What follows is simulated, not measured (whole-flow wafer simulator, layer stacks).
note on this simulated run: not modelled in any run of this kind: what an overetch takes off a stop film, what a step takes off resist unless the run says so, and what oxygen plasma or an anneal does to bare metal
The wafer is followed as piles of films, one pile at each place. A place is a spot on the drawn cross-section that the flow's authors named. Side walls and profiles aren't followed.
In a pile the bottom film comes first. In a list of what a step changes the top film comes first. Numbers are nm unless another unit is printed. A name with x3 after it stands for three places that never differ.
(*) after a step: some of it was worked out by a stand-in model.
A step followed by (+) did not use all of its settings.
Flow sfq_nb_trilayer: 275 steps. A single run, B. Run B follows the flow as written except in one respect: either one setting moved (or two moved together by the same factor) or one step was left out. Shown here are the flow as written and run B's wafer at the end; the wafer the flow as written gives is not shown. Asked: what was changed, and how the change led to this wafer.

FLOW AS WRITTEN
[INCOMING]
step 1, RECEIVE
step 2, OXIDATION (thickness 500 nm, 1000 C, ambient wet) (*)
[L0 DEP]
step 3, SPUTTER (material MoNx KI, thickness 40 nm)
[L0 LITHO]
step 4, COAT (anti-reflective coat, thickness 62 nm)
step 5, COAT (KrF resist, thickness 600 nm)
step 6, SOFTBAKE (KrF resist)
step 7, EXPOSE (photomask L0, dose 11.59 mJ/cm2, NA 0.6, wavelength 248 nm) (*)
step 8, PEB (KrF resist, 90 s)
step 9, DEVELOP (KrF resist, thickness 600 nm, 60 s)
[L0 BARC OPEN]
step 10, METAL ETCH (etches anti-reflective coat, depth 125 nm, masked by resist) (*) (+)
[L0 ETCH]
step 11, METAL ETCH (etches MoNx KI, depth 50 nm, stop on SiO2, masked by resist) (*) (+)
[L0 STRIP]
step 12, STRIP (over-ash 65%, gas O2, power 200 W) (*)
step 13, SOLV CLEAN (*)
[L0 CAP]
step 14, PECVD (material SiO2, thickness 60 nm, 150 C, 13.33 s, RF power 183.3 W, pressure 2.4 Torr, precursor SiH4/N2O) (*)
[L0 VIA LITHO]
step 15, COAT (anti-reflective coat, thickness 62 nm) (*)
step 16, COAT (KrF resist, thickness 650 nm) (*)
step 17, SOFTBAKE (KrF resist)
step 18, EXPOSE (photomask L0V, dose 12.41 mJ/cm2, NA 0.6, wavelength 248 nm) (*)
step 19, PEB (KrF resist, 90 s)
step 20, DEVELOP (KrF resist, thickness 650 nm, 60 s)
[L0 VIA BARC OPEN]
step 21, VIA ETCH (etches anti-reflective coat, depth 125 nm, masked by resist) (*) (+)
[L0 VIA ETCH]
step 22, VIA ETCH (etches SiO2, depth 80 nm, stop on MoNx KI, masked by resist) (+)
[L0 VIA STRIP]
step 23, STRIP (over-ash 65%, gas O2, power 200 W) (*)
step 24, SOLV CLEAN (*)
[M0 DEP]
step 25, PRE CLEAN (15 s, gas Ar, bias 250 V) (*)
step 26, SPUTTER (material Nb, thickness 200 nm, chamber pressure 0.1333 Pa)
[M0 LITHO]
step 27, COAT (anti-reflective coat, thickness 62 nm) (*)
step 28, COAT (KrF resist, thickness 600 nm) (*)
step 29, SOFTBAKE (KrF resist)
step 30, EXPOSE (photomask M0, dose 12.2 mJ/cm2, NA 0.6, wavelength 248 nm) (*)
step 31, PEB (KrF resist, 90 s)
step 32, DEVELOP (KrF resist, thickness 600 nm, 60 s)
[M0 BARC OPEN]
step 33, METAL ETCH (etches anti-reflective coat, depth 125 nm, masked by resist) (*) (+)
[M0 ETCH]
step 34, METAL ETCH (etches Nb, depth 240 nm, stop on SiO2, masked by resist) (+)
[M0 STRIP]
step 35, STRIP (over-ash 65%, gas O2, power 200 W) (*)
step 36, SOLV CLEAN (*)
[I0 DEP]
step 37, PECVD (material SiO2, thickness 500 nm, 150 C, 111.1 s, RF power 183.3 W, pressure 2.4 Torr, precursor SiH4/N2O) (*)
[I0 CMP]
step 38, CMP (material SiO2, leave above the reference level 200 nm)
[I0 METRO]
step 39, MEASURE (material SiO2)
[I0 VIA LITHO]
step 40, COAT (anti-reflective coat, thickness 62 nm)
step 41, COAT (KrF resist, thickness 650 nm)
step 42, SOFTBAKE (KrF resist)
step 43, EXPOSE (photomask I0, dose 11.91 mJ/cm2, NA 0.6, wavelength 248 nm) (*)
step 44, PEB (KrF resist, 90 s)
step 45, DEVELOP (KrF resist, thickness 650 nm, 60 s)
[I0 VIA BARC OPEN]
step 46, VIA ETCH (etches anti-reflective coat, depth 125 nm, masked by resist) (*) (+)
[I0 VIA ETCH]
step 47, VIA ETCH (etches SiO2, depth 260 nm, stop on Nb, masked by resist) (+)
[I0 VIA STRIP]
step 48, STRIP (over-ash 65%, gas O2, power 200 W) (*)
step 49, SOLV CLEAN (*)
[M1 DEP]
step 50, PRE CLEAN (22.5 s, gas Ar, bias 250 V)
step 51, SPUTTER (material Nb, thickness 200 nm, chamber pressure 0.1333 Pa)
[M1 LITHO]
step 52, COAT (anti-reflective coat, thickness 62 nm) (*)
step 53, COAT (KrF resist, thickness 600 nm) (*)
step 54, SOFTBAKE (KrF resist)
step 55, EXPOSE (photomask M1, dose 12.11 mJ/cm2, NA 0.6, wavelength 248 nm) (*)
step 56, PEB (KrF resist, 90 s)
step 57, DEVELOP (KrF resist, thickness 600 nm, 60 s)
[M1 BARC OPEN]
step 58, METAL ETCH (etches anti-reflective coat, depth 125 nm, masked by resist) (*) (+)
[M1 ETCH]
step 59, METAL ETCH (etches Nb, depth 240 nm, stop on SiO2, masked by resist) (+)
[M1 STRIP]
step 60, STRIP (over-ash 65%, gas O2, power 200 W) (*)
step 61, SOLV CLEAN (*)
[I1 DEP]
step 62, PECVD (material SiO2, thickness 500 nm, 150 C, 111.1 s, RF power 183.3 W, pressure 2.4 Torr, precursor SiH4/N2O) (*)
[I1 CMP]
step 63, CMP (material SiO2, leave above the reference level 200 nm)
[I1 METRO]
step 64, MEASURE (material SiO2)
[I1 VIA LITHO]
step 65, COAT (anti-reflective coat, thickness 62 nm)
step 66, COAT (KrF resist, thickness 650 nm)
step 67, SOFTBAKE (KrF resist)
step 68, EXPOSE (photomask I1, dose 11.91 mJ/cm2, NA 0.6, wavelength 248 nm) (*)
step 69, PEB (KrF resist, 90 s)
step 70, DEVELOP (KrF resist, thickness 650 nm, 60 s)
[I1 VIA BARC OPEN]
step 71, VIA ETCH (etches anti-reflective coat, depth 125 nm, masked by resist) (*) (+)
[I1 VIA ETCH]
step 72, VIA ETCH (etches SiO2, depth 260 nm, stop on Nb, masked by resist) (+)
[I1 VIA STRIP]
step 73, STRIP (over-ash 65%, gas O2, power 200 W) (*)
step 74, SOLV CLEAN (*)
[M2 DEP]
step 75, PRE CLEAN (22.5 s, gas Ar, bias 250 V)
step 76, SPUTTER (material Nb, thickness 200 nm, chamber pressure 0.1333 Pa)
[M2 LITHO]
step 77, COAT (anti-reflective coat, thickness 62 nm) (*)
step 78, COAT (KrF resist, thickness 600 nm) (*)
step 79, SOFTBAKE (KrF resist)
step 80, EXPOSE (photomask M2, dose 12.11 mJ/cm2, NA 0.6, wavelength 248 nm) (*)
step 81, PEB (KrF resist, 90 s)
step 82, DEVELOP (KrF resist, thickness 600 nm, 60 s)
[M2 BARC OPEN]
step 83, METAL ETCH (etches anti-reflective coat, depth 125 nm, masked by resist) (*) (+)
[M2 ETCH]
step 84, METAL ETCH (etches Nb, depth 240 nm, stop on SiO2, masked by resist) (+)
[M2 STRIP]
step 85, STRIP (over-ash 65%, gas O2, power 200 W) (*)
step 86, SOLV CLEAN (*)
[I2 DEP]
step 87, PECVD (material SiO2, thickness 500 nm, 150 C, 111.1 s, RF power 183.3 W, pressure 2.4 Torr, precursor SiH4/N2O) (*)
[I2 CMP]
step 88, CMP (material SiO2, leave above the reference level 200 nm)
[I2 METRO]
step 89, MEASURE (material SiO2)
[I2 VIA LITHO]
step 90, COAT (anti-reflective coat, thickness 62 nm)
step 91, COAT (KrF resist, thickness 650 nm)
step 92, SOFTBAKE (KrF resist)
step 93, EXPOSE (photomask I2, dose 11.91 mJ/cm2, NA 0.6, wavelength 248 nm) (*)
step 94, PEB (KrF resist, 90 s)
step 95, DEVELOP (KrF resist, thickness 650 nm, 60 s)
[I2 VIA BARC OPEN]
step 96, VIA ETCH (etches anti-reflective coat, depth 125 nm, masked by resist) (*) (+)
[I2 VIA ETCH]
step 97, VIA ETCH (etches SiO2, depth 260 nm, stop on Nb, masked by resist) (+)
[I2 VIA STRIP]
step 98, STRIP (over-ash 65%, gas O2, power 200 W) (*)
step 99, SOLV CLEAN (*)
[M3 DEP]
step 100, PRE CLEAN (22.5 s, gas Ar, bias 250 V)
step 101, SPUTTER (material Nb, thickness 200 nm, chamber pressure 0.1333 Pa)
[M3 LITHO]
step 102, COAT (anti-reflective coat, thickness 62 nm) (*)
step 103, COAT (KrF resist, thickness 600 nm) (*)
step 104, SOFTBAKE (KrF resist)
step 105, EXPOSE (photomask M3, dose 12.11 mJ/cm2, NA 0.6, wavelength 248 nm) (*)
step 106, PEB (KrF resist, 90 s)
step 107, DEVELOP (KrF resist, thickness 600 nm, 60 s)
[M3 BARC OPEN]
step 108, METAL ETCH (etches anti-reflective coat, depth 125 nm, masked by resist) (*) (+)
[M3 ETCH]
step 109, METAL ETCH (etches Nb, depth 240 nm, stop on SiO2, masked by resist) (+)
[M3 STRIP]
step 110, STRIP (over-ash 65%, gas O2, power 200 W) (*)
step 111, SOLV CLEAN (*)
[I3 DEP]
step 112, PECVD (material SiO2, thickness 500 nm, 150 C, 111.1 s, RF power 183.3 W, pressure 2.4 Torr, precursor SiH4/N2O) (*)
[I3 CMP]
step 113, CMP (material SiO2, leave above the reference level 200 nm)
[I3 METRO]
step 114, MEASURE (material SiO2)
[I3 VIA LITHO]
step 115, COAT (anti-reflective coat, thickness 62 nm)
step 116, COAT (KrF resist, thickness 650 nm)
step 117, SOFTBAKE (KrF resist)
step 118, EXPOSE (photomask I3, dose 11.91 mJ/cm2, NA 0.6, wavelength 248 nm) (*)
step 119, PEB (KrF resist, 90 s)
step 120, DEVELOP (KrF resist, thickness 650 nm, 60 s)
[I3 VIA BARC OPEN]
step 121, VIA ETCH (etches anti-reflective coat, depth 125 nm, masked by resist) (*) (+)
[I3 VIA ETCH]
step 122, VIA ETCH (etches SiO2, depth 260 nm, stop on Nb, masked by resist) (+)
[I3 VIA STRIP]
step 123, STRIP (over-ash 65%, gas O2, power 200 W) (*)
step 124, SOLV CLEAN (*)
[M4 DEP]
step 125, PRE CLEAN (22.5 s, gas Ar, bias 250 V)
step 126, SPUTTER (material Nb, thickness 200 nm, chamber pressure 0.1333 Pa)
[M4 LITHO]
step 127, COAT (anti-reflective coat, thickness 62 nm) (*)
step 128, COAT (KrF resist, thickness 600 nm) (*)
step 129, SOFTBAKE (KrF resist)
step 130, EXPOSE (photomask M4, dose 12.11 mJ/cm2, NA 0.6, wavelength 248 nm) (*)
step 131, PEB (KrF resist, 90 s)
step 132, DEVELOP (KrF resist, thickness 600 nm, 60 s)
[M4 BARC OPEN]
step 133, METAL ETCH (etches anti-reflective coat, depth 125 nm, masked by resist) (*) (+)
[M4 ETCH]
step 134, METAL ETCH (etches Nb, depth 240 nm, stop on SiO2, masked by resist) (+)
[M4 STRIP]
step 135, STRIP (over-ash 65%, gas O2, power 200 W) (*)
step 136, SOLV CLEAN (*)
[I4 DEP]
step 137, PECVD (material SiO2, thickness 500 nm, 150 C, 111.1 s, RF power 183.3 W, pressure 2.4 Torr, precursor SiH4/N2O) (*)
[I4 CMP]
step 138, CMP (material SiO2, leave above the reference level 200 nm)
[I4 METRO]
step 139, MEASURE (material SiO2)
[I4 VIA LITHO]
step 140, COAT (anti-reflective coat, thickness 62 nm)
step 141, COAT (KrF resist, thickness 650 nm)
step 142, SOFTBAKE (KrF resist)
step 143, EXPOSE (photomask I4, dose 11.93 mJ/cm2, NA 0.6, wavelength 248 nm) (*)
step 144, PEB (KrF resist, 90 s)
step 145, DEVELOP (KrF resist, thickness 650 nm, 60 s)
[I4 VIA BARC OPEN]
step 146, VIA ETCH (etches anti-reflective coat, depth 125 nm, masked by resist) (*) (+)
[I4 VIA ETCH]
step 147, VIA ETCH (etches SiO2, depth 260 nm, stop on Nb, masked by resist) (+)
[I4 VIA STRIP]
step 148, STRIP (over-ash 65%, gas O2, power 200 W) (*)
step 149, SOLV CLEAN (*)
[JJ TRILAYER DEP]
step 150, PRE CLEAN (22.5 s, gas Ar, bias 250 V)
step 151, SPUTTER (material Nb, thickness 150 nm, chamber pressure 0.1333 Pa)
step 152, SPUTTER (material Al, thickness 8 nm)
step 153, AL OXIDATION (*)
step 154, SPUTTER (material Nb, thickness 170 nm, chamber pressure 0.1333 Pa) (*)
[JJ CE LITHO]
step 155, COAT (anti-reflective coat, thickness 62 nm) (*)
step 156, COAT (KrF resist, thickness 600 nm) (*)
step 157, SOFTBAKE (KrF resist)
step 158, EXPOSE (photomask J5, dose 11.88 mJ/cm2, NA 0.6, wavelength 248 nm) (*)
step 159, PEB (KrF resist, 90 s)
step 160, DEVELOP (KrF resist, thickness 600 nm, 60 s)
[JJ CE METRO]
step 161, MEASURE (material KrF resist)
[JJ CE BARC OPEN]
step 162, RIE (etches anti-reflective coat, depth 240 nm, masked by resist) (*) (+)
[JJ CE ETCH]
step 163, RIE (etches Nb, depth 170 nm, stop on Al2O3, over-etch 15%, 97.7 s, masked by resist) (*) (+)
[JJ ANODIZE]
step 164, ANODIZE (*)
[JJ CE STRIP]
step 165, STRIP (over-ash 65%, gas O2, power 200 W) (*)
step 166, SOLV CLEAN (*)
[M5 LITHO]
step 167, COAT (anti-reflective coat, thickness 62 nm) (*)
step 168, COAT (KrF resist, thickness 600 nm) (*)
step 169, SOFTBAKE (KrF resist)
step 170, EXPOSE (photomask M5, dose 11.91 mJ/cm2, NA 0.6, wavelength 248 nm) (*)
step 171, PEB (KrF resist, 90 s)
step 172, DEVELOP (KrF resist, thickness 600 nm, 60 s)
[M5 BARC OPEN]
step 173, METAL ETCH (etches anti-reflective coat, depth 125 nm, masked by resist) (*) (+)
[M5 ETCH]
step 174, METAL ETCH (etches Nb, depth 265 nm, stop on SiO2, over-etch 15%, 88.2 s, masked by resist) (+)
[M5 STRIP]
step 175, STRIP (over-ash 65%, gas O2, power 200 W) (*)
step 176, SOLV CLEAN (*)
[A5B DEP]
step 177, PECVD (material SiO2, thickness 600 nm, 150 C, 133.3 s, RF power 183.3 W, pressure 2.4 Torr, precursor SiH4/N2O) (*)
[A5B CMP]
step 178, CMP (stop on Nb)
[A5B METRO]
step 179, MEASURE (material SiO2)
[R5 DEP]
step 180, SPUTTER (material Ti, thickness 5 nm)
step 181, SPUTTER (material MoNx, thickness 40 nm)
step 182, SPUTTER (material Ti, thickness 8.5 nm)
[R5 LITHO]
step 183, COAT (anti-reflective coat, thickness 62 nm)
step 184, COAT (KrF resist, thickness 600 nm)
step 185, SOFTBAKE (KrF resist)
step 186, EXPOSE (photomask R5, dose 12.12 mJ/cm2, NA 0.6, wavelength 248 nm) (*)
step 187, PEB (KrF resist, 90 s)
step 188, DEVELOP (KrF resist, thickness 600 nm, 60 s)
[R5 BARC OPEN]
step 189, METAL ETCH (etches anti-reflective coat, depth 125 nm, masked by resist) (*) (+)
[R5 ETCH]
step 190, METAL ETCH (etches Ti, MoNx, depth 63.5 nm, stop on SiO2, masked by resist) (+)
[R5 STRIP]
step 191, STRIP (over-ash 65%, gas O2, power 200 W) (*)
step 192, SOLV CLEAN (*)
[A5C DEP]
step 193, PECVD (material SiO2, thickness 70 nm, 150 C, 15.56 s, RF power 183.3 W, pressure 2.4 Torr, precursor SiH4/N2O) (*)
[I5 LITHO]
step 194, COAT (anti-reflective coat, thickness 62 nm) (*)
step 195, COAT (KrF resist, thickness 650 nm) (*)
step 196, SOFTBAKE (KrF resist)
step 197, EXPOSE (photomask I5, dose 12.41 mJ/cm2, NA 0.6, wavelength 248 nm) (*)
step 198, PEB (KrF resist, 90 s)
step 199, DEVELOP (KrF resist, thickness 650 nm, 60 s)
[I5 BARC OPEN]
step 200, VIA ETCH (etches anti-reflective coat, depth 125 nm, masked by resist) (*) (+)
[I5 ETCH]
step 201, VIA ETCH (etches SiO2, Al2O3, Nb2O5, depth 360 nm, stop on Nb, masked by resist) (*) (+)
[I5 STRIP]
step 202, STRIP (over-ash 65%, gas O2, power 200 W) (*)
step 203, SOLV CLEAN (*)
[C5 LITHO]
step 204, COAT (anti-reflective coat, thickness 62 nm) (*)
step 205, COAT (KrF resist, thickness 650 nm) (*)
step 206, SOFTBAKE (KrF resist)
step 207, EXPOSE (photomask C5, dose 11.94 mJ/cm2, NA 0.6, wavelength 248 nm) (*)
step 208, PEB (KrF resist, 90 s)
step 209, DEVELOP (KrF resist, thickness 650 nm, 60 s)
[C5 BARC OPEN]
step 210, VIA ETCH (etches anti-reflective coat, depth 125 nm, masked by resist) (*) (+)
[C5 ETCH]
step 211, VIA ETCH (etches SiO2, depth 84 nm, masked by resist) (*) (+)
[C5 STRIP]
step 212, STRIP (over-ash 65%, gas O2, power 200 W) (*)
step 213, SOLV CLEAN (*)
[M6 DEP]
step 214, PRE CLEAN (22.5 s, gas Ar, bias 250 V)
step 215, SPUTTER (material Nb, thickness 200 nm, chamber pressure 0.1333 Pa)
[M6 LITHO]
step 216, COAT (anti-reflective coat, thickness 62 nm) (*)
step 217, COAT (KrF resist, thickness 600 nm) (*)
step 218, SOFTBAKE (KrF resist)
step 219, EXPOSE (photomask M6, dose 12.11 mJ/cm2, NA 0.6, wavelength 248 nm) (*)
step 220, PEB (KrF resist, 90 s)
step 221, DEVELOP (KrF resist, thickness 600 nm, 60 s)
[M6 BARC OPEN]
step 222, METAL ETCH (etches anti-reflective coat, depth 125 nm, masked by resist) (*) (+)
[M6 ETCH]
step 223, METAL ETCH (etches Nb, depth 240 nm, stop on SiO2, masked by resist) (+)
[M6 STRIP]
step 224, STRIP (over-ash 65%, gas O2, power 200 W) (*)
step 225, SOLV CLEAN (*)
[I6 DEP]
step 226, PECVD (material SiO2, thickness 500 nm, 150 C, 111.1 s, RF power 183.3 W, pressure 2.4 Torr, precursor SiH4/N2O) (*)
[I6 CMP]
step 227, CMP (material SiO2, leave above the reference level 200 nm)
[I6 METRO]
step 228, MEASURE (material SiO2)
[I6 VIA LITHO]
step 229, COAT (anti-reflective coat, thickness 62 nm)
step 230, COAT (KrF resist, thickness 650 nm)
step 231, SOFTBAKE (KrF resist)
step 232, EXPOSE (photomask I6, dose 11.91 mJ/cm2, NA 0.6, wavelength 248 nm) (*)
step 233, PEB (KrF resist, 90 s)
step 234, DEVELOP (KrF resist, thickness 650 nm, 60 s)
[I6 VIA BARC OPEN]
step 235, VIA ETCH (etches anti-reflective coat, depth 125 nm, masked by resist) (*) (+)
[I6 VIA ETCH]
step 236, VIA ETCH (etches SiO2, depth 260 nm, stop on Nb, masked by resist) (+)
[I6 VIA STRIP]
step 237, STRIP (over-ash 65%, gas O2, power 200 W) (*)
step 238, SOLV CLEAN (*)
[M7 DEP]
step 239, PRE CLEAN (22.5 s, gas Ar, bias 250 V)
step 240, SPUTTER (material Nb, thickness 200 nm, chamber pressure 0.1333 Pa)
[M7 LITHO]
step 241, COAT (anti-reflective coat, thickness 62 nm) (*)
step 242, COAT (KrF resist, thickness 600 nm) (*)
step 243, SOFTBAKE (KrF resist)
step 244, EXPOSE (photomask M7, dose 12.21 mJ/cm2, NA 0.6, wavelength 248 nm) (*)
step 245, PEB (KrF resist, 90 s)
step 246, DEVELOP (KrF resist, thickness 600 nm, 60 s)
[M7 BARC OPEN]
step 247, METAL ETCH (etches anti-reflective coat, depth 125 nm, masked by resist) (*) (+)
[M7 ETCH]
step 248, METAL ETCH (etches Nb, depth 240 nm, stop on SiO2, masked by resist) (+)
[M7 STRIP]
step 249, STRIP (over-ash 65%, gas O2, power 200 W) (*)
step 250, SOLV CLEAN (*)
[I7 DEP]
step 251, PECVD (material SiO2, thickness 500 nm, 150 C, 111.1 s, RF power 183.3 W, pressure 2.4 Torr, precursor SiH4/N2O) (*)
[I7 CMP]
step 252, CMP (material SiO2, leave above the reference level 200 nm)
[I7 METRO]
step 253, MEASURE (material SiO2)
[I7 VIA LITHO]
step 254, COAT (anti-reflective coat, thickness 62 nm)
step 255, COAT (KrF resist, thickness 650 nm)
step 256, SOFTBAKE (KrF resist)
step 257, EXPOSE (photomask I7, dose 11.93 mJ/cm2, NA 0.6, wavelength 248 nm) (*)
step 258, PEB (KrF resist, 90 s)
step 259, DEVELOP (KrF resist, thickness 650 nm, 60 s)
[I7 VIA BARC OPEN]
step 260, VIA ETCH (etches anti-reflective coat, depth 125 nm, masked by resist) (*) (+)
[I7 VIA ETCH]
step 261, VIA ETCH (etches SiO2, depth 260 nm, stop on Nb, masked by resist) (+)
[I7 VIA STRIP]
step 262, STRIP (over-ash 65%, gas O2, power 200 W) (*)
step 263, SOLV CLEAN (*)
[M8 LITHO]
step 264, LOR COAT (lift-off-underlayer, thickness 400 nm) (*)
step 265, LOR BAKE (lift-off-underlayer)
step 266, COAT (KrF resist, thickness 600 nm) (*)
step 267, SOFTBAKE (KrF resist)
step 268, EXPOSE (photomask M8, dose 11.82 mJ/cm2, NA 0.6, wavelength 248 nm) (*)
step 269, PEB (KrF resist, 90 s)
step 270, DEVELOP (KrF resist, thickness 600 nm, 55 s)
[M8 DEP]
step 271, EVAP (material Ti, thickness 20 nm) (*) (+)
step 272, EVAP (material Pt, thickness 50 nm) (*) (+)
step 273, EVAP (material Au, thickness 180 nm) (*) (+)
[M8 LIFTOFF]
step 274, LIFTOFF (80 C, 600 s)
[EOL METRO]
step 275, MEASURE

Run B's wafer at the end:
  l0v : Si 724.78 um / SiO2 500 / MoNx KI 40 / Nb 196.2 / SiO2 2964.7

What caused this: step 22, VIA ETCH: depth 54.55 nm was run, though the flow has depth 80 nm.

How this came from the change, step by step:
  step 22, VIA ETCH (etches SiO2, depth 80 nm, stop on MoNx KI, masked by resist) (+)
      l0v: -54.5 SiO2 (as written it would have been: -59.8 SiO2 (all of it))
      field_l, v_sur, via_wl and 102 more: -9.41 KrF resist (as written it would have been: -13.8 KrF resist)
  step 25, PRE CLEAN (15 s, gas Ar, bias 250 V) (*)
      l0v: -5.3 SiO2 (all of it) (as written it would have been: -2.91 MoNx KI)
